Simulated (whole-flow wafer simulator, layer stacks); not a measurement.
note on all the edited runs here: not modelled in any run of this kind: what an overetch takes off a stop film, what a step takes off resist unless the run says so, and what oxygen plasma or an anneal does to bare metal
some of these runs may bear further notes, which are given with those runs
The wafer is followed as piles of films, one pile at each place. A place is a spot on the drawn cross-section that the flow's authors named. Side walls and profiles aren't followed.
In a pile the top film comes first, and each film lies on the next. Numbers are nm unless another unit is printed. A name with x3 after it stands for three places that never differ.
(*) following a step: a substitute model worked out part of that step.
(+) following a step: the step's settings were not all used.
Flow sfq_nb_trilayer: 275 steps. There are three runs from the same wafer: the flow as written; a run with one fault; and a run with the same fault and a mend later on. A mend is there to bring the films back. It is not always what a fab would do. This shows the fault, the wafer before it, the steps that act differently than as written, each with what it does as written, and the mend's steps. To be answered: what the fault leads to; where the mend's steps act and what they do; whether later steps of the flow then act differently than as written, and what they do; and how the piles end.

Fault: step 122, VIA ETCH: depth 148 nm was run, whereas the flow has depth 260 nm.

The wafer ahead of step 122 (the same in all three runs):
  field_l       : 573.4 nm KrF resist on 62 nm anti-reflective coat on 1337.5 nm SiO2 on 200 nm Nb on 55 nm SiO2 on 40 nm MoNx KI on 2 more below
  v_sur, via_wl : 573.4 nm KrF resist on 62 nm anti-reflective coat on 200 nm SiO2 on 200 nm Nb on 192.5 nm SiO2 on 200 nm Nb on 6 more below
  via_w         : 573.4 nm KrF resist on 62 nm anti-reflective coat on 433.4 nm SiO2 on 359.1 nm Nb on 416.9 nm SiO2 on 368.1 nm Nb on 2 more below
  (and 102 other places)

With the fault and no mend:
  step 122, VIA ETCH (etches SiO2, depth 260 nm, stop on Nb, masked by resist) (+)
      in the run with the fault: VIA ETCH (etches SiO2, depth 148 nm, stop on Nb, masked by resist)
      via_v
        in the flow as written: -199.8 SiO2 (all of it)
        in the run with the fault: -148 SiO2
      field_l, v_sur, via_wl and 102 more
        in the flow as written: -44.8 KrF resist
        in the run with the fault: -25.5 KrF resist
  Steps further on in the flow that do not act as written (3 more steps, not shown, differ only slightly: by at most 2% or 0.5 nm, whichever is larger):
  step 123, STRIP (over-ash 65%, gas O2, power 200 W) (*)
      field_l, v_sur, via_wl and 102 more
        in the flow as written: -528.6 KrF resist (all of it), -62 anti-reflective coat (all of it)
        in the run with the fault: -547.9 KrF resist (all of it), -62 anti-reflective coat (all of it)
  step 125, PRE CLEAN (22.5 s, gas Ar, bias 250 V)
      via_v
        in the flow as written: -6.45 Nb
        in the run with the fault: -7.5 SiO2
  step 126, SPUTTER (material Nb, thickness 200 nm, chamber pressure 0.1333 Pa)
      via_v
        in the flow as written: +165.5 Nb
        in the run with the fault: +176.7 Nb (new film)
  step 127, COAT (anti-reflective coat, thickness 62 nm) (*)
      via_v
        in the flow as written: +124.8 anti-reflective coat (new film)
        in the run with the fault: +112.4 anti-reflective coat (new film)
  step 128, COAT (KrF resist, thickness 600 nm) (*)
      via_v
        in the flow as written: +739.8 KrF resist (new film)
        in the run with the fault: +698.3 KrF resist (new film)
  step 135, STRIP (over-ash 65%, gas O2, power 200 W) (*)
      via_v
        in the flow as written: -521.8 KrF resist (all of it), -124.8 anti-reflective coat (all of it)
        in the run with the fault: -480.5 KrF resist (all of it), -112.4 anti-reflective coat (all of it)
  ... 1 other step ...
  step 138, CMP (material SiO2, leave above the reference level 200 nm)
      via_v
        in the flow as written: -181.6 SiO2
        in the run with the fault: -157.1 SiO2
  The piles end different from the flow's at via_v by more than 2% or 0.5 nm, whichever is larger.
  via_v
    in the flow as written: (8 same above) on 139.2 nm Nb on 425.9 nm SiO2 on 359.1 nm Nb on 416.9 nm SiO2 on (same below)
    in the run with the fault: (8 same above) on 139.2 nm Nb on 364 nm SiO2 on 176.7 nm Nb on 44.3 nm SiO2 on 200 nm Nb on 416.9 nm SiO2 on (same below)

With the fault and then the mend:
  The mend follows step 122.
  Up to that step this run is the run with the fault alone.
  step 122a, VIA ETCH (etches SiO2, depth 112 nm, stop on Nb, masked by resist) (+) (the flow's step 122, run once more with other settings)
      field_l, v_sur, via_wl and 102 more
        -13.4 KrF resist
      via_v
        -51.8 SiO2 (all of it)
  None of the later steps of the flow differs from how it acts as written, at any place that is followed, by more than 2% or 0.5 nm, whichever is larger.
  At every place that both follow, the piles at the end match the flow's.
